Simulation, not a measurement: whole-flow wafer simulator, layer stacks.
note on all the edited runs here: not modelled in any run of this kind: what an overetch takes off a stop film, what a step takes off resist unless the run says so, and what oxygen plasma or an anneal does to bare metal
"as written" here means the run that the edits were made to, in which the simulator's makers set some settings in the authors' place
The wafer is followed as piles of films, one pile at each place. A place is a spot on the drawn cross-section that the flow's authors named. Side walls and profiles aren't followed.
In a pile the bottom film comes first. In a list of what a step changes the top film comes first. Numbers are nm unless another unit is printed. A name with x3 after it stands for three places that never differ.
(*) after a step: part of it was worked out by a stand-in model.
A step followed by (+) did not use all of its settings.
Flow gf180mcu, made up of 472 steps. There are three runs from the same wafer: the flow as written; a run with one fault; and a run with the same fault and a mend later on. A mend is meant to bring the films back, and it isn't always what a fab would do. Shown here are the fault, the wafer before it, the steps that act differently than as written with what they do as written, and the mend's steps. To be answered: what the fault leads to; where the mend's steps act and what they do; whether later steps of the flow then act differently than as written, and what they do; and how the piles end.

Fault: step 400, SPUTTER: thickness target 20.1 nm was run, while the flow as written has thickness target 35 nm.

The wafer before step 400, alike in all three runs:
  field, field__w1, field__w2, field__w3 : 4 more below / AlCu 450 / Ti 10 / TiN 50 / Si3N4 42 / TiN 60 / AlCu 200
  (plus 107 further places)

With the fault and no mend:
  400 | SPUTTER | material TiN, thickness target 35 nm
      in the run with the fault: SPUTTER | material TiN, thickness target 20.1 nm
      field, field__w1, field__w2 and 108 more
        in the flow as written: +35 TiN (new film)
        in the run with the fault: +20.1 TiN (new film)
  Steps further on in the flow that do not act as written (8 other steps are not shown; they differ only slightly, by no more than 2% or 0.5 nm, whichever is larger):
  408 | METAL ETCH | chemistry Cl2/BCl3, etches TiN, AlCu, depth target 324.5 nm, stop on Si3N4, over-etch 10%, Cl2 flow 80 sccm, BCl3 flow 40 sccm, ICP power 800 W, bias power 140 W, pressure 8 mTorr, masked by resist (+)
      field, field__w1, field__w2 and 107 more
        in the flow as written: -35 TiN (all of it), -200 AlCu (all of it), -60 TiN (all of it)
        in the run with the fault: -20.1 TiN (all of it), -200 AlCu (all of it), -60 TiN (all of it)
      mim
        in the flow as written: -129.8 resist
        in the run with the fault: -123.2 resist
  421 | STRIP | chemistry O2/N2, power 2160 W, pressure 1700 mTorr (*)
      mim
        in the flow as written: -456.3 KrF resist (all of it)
        in the run with the fault: -467.5 KrF resist (all of it)
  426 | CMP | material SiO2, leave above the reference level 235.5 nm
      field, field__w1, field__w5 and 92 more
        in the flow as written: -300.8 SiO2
        in the run with the fault: -315.7 SiO2
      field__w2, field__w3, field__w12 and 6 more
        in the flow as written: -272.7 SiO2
        in the run with the fault: -287.6 SiO2
  The piles end different from the flow's at mim by more than 2% or 0.5 nm, whichever is larger.
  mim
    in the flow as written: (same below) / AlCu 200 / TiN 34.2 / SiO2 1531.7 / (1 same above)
    in the run with the fault: (same below) / AlCu 200 / TiN 19.3 / SiO2 1531.7 / (1 same above)

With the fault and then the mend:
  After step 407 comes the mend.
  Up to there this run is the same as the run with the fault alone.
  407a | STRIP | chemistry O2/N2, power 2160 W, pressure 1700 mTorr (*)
      mim
        -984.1 resist (all of it)
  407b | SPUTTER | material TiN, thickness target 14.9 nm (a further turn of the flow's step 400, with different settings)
      field, field__w1, field__w2 and 108 more
        +14.9 TiN
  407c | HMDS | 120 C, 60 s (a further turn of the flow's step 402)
      alters no film at any place that is followed
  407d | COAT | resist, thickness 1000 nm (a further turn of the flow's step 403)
      field, field__w1, field__w2 and 108 more
        +1000 resist (new film)
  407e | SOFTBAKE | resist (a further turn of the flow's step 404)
      alters no film at any place that is followed
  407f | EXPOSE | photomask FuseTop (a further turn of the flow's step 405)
      alters no film at any place that is followed
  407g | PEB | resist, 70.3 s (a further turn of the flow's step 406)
      field, field__w1, field__w2 and 108 more
        -15.9 resist
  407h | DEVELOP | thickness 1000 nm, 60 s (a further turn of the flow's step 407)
      field, field__w1, field__w2 and 107 more
        -984.1 resist (all of it)
  Every later step of the flow that is run acts as written at every place that is followed.
  The piles end the same as the flow's at every place that both follow.
